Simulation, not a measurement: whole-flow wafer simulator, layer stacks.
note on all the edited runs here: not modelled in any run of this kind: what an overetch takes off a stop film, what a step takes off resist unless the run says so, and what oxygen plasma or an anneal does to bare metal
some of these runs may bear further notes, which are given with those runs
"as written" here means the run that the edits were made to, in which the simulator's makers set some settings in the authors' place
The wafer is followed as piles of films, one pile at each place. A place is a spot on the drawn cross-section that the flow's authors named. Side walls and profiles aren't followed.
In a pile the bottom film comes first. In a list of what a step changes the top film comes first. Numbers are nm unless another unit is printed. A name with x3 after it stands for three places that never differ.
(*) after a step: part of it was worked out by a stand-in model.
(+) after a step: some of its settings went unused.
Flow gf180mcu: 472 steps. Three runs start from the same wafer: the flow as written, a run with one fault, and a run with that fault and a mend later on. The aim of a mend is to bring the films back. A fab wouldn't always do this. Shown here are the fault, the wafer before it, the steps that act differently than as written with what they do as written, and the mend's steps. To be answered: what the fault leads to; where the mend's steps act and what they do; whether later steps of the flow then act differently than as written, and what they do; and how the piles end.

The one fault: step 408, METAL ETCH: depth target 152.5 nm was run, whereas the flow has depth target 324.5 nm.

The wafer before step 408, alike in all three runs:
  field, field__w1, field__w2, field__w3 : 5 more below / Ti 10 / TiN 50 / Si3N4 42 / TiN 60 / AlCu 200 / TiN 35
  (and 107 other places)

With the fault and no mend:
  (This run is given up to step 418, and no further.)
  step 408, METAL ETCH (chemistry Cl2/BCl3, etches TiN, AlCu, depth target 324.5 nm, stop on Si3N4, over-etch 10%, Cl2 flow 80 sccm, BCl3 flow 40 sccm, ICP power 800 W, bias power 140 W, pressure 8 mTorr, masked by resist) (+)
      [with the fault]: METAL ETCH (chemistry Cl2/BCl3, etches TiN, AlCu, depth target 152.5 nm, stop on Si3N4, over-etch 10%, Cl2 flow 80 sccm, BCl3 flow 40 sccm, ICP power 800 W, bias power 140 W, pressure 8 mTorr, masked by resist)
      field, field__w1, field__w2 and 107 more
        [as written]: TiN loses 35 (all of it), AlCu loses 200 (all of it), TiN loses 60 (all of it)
        [with the fault]: TiN loses 35 (all of it), AlCu loses 117.5
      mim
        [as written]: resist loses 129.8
        [with the fault]: resist loses 61
  Later steps of the flow acting differently than as written:
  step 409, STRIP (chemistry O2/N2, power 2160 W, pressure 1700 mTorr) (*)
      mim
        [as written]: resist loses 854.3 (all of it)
        [with the fault]: resist loses 923.1 (all of it)
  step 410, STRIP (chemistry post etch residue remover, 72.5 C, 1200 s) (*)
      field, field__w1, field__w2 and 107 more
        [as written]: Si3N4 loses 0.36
        [with the fault]: AlCu loses 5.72
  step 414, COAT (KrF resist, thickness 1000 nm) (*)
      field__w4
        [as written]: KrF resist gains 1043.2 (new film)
        [with the fault]: KrF resist gains 1021.3 (new film)
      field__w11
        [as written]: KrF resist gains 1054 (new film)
        [with the fault]: KrF resist gains 1026.4 (new film)
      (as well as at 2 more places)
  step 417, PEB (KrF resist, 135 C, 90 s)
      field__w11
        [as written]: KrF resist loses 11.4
        [with the fault]: KrF resist loses 10.8
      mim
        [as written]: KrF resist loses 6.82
        [with the fault]: KrF resist loses 8.51
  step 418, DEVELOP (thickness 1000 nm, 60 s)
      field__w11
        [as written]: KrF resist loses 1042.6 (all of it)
        [with the fault]: KrF resist loses 1015.6 (all of it)
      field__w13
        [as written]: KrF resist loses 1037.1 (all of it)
        [with the fault]: KrF resist loses 1012.8 (all of it)
  Once step 418 is done, the piles at field, field__w1, field__w2 and 109 more depart from the flow's by more than 2% or 0.5 nm, whichever is larger.
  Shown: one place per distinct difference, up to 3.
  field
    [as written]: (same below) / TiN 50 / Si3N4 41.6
    [with the fault]: (same below) / TiN 50 / Si3N4 42 / TiN 60 / AlCu 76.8
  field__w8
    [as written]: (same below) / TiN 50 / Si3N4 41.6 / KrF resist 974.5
    [with the fault]: (same below) / TiN 50 / Si3N4 42 / TiN 60 / AlCu 76.8 / KrF resist 974.5
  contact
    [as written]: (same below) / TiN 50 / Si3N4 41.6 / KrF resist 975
    [with the fault]: (same below) / TiN 50 / Si3N4 42 / TiN 60 / AlCu 76.8 / KrF resist 974.8

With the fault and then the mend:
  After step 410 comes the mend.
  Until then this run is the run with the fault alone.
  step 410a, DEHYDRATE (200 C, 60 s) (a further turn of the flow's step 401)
      alters no film at any place that is followed
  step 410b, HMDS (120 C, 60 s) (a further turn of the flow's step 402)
      alters no film at any place that is followed
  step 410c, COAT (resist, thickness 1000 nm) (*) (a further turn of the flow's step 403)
      field__w8, m1__w1, iso_ptap_pw and 39 more
        resist gains 1000 (new film)
      field_sub__w1, field_sub__w5, n_well and 6 more
        resist gains 1000.6 (new film)
      field_sub, field_sub__w2, field_sub__w3, field_sub__w4, ld_fp_n, ld_drift_n, ld_drn_n, ld_sd_p
        resist gains 1000.8 (new film)
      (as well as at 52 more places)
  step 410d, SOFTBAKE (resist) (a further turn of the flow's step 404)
      field__w5, field__w9
        resist loses 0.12
      gate_p_hv, gate_p_hv5
        resist loses 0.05
      field__w2
        resist gains 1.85
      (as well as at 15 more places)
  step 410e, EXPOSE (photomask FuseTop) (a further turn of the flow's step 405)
      alters no film at any place that is followed
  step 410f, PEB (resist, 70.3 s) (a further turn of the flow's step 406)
      field, field__w1, field__w2 and 98 more
        resist loses 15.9
      field__w3, field__w7, field__w12, pplus_u, ppoly_sal
        resist loses 16
      field__w11, field__w13, ppoly_u, npoly_sal
        resist loses 16.1
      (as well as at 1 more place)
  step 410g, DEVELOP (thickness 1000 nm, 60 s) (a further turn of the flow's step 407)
      field__w8, m1__w1, iso_ptap_pw and 39 more
        resist loses 984.1 (all of it)
      field_sub__w1, field_sub__w5, n_well and 7 more
        resist loses 984.7 (all of it)
      field_sub, field_sub__w2, field_sub__w3, field_sub__w4, ld_acc_n, ld_fp_n, ld_drift_n, ld_drn_n
        resist loses 984.9 (all of it)
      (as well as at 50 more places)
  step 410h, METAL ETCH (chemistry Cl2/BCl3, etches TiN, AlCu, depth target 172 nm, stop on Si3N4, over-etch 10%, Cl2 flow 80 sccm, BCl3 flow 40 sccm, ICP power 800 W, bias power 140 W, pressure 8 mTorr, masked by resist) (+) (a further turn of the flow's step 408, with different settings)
      field, field__w1, field__w2 and 107 more
        AlCu loses 76.8 (all of it), TiN loses 60 (all of it)
      mim
        resist loses 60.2
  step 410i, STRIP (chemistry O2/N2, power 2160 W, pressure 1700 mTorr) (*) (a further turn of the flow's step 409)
      mim
        resist loses 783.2 (all of it)
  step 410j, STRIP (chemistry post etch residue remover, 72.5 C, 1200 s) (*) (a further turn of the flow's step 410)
      field, field__w1, field__w2 and 107 more
        Si3N4 loses 0.36
      mim
        TiN loses 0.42
  None of the later steps of the flow differs from how it acts as written, at any place that is followed, by more than 2% or 0.5 nm, whichever is larger.
  At the end the piles are close to the flow's at the places that both follow, differing by at most 2% or 0.5 nm, whichever is larger.
